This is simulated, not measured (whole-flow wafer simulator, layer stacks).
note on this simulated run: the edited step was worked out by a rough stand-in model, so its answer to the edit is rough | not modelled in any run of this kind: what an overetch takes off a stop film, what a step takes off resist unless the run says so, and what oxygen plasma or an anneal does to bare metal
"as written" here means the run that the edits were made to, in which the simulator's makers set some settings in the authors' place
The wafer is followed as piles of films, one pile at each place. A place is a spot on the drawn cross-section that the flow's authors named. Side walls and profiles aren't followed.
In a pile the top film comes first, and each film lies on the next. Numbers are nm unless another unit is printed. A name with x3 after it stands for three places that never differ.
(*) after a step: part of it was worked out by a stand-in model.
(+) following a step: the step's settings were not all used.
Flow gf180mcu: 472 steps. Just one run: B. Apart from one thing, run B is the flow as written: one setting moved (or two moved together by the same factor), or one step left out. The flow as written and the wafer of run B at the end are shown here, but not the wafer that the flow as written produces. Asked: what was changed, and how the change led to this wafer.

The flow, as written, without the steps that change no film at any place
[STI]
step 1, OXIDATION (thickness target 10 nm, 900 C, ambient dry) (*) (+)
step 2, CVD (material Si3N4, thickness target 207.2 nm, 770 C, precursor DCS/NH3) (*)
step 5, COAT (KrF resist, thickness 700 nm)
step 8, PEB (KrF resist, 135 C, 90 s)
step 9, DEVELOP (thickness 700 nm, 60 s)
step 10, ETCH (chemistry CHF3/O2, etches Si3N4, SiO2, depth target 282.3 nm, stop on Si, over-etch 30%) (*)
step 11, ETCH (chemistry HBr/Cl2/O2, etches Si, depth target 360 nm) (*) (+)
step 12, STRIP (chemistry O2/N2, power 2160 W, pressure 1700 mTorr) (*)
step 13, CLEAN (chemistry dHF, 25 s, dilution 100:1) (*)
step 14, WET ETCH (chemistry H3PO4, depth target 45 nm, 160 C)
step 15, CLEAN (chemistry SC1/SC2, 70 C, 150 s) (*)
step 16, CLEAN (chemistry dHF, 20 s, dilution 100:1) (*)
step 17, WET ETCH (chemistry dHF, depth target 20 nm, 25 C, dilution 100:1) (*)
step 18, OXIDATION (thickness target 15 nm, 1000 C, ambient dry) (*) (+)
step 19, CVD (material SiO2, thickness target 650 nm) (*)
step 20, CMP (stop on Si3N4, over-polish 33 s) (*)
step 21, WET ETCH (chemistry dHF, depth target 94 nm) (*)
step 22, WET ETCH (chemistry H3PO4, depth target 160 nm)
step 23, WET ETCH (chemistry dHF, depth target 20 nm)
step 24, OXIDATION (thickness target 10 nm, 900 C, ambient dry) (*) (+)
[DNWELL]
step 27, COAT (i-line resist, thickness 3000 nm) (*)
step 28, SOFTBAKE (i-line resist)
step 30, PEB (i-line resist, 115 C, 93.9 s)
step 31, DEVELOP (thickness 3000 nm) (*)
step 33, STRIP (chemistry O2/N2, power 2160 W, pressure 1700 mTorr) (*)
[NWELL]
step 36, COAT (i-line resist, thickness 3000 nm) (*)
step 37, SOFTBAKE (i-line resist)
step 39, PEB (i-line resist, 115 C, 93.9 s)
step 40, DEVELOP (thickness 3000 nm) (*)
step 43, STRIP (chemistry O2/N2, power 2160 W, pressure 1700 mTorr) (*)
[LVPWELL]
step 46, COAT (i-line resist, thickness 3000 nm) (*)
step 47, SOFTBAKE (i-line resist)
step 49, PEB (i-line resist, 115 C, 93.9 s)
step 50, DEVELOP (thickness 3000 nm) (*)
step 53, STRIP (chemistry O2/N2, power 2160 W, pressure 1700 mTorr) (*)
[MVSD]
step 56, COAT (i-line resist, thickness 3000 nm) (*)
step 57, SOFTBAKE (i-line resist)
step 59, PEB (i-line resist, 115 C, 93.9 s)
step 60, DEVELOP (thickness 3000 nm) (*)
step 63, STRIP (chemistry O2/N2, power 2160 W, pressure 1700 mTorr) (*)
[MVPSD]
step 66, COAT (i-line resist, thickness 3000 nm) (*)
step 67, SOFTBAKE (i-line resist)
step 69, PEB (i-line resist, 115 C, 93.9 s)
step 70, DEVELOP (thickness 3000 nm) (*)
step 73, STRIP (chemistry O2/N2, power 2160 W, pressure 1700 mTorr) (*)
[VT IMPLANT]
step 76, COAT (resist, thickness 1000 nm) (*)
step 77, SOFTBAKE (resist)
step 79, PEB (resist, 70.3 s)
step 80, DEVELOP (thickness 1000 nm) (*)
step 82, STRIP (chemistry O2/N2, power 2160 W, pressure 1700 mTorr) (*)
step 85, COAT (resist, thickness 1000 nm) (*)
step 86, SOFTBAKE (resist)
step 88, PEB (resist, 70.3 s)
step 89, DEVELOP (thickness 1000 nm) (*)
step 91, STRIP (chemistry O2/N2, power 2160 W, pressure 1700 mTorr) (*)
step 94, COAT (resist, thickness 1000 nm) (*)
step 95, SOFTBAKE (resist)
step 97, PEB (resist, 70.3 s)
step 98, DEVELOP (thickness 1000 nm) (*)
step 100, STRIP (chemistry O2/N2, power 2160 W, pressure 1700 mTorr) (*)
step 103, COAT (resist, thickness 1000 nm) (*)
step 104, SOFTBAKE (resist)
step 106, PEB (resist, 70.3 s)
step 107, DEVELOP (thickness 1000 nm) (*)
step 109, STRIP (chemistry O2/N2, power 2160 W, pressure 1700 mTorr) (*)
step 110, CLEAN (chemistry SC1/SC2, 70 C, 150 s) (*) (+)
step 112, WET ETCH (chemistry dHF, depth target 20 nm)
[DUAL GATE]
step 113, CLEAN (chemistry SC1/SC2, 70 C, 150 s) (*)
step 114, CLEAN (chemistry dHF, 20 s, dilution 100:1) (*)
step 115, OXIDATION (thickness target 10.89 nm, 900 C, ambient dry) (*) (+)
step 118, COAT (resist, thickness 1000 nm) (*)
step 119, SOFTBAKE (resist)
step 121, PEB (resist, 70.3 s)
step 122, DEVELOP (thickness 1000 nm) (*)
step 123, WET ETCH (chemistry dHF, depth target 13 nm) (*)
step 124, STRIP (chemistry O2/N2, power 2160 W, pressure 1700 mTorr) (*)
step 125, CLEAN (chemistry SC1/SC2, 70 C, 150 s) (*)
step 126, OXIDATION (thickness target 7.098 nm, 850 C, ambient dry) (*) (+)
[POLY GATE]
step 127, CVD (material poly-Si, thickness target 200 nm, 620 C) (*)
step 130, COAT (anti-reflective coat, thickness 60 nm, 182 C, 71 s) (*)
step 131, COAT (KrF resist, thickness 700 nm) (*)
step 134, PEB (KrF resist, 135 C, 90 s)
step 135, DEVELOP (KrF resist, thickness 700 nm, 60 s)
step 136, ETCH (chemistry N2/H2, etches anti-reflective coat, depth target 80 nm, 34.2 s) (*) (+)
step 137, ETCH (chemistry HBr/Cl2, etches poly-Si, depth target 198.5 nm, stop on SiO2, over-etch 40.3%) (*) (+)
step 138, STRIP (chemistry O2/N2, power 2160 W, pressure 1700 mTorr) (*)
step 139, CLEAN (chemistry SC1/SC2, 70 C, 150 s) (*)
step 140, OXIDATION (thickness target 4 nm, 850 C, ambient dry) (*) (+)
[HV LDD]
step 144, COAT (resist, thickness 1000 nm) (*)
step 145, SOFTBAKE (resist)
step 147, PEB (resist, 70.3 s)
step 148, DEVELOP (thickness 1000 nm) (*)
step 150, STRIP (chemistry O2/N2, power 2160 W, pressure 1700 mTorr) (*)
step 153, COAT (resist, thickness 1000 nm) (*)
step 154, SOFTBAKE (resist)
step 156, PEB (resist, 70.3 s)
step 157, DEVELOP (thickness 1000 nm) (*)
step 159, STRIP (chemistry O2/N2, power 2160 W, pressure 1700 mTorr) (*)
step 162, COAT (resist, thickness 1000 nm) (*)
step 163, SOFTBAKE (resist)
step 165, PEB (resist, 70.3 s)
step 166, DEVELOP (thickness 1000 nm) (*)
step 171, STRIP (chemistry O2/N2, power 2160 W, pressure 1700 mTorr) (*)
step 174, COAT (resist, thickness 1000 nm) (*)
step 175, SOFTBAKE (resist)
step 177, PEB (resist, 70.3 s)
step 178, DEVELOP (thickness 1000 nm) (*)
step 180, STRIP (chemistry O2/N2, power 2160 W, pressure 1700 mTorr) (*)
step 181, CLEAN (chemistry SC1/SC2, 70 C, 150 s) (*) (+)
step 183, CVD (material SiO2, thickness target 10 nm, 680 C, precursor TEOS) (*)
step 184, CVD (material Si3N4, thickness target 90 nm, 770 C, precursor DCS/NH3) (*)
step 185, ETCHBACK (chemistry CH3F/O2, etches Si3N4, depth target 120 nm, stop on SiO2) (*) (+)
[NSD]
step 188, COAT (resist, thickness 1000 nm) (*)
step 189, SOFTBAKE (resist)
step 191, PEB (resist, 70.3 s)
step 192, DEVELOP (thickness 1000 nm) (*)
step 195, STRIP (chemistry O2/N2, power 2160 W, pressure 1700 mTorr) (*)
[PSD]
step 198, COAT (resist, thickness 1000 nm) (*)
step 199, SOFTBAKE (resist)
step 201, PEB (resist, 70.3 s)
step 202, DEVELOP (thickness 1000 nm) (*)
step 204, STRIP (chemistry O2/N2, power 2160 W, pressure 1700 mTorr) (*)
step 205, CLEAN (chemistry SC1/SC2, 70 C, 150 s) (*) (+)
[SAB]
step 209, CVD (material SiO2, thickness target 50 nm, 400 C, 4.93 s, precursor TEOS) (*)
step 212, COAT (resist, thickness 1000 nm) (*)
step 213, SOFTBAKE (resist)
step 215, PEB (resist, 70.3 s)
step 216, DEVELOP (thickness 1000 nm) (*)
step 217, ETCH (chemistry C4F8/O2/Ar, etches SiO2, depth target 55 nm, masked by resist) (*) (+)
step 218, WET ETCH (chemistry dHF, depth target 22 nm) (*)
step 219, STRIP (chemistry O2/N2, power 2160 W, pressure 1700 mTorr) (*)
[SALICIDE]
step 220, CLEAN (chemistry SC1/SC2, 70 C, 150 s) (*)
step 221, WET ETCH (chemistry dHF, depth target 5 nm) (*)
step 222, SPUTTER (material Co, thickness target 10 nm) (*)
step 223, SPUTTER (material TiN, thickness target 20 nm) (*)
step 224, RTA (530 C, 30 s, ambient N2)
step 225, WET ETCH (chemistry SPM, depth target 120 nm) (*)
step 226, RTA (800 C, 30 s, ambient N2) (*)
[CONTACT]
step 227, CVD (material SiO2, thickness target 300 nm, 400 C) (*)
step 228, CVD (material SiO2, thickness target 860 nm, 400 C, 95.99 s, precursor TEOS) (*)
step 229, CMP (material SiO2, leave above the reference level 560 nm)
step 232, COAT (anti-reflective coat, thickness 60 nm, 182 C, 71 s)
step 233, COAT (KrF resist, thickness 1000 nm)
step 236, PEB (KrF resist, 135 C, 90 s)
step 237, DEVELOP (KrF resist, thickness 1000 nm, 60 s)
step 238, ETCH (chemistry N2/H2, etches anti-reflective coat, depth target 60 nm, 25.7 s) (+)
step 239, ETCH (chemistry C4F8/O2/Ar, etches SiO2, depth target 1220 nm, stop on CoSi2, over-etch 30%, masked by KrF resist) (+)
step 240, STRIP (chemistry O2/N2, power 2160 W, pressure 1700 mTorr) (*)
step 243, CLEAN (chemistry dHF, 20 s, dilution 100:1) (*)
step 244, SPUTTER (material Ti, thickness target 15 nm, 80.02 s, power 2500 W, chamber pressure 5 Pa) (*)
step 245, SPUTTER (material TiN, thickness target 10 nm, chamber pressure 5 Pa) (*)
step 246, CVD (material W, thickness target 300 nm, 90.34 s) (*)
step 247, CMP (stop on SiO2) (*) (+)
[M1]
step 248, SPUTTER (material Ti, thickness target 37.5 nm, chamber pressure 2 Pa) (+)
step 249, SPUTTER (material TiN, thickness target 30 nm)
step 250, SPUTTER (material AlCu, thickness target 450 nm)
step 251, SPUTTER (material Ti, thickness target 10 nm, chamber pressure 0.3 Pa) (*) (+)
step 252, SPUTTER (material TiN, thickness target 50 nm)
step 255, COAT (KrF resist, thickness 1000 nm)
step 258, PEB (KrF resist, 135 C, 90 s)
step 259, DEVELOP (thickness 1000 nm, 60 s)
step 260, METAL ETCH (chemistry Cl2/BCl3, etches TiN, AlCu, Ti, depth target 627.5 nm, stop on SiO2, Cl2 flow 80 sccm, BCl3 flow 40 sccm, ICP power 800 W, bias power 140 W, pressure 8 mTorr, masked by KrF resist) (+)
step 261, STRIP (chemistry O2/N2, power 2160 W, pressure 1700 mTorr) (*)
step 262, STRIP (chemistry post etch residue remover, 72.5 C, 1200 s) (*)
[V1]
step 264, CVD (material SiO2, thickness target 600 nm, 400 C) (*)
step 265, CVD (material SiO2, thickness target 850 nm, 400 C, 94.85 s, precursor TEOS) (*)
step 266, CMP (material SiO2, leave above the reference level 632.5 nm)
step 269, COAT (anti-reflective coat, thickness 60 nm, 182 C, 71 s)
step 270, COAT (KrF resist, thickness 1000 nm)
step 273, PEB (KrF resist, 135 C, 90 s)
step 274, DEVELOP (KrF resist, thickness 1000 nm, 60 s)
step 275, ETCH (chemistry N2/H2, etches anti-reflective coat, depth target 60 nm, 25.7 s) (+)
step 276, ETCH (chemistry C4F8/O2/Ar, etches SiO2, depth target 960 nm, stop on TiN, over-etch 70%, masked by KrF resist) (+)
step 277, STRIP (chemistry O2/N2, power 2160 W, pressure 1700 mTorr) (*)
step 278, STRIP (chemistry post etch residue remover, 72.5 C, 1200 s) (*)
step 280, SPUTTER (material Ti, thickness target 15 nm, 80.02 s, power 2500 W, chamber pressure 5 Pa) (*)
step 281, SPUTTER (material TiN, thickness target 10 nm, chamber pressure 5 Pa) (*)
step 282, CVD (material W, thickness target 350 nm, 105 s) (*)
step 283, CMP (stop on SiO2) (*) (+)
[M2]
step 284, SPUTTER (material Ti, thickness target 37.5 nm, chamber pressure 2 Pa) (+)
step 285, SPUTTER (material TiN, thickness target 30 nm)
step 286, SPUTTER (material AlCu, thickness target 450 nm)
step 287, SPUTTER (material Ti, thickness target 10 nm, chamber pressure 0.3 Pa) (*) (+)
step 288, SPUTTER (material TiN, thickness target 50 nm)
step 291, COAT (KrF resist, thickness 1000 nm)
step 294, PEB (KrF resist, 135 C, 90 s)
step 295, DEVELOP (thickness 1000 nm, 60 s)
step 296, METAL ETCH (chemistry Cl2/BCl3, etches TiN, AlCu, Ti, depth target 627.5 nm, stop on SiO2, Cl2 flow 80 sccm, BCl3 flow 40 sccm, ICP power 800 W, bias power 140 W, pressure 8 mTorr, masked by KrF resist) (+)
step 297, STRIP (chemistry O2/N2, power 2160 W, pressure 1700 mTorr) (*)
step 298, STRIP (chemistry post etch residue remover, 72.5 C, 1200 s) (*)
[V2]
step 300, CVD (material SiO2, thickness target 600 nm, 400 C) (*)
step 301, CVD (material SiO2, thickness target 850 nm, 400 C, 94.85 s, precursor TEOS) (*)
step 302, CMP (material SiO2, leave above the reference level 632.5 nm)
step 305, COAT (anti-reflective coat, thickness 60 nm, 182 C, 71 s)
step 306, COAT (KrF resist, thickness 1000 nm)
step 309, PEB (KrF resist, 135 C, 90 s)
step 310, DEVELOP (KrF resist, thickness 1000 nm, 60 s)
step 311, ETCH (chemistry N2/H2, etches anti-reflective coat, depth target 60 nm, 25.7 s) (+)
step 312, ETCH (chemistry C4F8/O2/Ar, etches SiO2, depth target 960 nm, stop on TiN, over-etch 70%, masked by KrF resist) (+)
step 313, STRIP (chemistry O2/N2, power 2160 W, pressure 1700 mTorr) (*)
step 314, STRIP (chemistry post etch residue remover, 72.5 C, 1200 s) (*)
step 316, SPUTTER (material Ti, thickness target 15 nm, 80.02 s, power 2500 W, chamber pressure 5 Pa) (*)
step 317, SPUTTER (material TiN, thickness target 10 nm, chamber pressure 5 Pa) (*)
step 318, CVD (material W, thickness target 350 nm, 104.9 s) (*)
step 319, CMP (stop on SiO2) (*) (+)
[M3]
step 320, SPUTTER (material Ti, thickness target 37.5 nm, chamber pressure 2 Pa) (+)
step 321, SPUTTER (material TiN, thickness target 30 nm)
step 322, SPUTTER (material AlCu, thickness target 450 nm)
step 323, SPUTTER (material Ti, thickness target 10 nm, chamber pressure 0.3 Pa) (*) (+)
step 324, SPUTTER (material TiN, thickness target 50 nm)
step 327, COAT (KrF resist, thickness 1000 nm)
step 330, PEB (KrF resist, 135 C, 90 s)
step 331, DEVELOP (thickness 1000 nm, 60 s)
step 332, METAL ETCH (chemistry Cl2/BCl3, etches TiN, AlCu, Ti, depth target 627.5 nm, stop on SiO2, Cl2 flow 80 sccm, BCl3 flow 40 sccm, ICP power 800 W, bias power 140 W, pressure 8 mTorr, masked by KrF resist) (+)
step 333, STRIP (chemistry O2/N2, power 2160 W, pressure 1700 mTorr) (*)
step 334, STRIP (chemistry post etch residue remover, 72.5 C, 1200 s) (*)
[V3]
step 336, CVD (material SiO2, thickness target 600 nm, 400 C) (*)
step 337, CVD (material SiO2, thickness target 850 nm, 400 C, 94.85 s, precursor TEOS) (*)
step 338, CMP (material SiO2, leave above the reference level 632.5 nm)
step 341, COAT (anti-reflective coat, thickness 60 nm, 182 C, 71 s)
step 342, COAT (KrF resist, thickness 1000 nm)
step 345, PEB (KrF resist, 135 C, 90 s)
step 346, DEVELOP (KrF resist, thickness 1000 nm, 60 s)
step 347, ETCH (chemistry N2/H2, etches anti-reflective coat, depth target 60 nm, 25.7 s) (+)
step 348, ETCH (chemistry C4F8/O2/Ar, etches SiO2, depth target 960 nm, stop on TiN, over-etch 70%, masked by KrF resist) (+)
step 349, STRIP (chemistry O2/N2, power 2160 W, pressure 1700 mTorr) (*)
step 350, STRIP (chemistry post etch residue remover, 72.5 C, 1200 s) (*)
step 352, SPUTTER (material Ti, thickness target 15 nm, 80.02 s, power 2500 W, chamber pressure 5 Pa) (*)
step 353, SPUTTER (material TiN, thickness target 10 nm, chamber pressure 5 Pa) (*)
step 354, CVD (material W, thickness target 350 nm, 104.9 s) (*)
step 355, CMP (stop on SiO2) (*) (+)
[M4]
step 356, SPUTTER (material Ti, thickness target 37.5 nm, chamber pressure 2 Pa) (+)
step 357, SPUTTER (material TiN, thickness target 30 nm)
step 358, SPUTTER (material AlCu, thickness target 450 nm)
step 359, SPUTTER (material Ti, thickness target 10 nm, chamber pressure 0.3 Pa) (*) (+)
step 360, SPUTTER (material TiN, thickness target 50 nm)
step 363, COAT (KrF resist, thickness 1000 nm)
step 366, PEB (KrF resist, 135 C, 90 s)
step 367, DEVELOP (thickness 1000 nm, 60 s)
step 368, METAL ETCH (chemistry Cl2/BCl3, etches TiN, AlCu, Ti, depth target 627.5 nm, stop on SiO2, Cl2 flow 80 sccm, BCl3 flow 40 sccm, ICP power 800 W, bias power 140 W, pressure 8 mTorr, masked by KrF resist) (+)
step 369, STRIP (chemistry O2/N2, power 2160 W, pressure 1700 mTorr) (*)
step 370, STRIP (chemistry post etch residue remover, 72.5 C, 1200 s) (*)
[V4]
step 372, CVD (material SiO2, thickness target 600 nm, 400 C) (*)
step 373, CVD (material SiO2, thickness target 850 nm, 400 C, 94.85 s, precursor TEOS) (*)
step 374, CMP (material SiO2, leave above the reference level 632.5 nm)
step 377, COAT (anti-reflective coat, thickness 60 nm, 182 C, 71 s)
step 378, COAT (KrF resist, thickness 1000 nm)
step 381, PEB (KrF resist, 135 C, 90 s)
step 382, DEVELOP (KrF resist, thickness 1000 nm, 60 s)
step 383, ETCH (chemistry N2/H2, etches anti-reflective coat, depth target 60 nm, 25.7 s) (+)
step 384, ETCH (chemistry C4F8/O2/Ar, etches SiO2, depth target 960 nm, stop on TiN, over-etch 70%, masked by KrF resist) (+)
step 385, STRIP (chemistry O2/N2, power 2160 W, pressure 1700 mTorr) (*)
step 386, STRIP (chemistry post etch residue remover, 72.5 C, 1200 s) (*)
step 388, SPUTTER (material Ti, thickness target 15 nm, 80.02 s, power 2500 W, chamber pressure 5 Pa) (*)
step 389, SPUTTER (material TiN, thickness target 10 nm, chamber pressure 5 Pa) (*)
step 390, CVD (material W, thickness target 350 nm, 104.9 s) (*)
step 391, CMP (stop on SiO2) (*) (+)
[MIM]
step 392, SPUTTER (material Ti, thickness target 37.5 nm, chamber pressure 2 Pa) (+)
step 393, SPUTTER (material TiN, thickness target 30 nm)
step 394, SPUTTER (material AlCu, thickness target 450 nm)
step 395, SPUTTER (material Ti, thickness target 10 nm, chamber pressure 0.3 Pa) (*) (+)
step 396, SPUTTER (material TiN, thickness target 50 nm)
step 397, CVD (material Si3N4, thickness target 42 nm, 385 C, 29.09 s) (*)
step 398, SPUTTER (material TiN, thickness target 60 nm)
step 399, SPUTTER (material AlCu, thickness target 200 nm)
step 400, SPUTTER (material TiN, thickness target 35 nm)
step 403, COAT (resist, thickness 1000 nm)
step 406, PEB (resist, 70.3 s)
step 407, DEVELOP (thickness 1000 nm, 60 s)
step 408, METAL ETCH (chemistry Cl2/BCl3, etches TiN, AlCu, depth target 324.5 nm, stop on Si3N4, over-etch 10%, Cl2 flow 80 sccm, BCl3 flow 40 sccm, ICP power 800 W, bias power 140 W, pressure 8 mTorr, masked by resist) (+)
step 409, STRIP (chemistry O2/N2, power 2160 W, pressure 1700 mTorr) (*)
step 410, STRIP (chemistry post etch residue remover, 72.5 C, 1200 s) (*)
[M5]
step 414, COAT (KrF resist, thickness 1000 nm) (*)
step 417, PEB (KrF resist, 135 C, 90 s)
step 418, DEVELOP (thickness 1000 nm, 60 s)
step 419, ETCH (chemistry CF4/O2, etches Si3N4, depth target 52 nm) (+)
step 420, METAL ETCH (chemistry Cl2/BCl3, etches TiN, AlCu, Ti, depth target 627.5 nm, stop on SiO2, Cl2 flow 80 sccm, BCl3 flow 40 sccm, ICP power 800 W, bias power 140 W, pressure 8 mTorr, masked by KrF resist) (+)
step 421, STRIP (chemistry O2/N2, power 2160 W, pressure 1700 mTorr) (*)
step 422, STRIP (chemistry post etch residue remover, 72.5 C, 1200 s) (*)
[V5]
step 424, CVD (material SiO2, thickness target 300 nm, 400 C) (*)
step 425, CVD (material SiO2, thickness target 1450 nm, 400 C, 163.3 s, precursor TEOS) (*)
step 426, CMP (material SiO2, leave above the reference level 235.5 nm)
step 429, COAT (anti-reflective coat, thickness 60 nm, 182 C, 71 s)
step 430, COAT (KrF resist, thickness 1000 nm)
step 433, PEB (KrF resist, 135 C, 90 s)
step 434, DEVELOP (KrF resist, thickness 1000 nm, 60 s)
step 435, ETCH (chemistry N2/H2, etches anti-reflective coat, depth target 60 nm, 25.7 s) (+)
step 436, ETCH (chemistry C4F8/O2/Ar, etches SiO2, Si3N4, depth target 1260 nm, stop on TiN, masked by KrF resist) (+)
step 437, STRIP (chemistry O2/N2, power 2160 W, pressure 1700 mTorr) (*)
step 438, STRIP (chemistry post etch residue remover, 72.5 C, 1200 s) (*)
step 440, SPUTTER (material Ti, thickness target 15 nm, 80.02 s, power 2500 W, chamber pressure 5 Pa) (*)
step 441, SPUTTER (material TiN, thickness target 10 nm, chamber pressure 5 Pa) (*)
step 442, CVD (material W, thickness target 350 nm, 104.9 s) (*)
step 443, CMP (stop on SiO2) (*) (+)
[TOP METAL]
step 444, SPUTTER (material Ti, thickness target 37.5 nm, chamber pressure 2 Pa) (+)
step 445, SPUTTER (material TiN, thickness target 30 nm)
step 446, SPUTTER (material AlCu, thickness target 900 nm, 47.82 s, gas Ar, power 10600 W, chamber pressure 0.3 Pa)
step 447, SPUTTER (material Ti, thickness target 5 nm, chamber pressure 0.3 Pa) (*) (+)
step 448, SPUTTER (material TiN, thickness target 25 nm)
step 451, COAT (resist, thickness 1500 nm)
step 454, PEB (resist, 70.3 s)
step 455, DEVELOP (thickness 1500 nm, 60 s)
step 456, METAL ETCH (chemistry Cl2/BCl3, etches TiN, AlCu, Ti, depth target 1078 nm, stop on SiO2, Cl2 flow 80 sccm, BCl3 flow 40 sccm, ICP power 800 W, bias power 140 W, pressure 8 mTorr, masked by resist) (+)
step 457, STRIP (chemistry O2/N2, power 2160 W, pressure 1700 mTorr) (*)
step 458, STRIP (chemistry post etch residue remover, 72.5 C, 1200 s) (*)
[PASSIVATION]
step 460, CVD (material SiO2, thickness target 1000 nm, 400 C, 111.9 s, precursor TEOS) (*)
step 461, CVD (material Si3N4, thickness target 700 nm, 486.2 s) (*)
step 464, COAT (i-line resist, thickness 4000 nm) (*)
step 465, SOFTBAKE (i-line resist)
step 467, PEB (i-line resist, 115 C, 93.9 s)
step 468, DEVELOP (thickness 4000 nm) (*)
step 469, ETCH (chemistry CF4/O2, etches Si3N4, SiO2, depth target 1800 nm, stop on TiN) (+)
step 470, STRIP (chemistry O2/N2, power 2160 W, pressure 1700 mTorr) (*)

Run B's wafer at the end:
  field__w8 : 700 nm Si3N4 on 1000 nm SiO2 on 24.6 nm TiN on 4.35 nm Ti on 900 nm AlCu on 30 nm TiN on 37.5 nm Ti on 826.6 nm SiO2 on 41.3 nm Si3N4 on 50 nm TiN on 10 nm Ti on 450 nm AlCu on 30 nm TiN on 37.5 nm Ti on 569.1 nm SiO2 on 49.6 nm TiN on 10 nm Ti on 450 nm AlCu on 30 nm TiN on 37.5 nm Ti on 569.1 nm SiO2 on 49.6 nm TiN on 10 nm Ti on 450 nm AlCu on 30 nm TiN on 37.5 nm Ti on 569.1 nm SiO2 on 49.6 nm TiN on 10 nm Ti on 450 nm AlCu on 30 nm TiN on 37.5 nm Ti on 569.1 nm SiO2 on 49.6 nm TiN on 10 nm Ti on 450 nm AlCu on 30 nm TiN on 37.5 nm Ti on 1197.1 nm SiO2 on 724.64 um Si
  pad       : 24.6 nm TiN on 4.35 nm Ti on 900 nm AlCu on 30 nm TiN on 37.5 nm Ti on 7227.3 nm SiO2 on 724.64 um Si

Cause: step 447, SPUTTER: thickness target 4.35 nm was run, though the flow has thickness target 5 nm.
The wafer itself shows it: field__w8 has Ti 4.35, and step 447 as written asks for 5 nm.

Step by step, how the change led to this:
  step 447, SPUTTER (material Ti, thickness target 5 nm, chamber pressure 0.3 Pa) (*) (+)
      field, field__w1, field__w2 and 109 more: Ti gains 4.35 (new film) (in the flow as written it would be: Ti gains 5 (new film))
  step 456, METAL ETCH (chemistry Cl2/BCl3, etches TiN, AlCu, Ti, depth target 1078 nm, stop on SiO2, Cl2 flow 80 sccm, BCl3 flow 40 sccm, ICP power 800 W, bias power 140 W, pressure 8 mTorr, masked by resist) (+)
      field, field__w1, field__w2 and 103 more: TiN loses 25 (all of it), Ti loses 4.35 (all of it), AlCu loses 900 (all of it), TiN loses 30 (all of it), Ti loses 37.5 (all of it) (in the flow as written it would be: TiN loses 25 (all of it), Ti loses 5 (all of it), AlCu loses 900 (all of it), TiN loses 30 (all of it), Ti loses 37.5 (all of it))
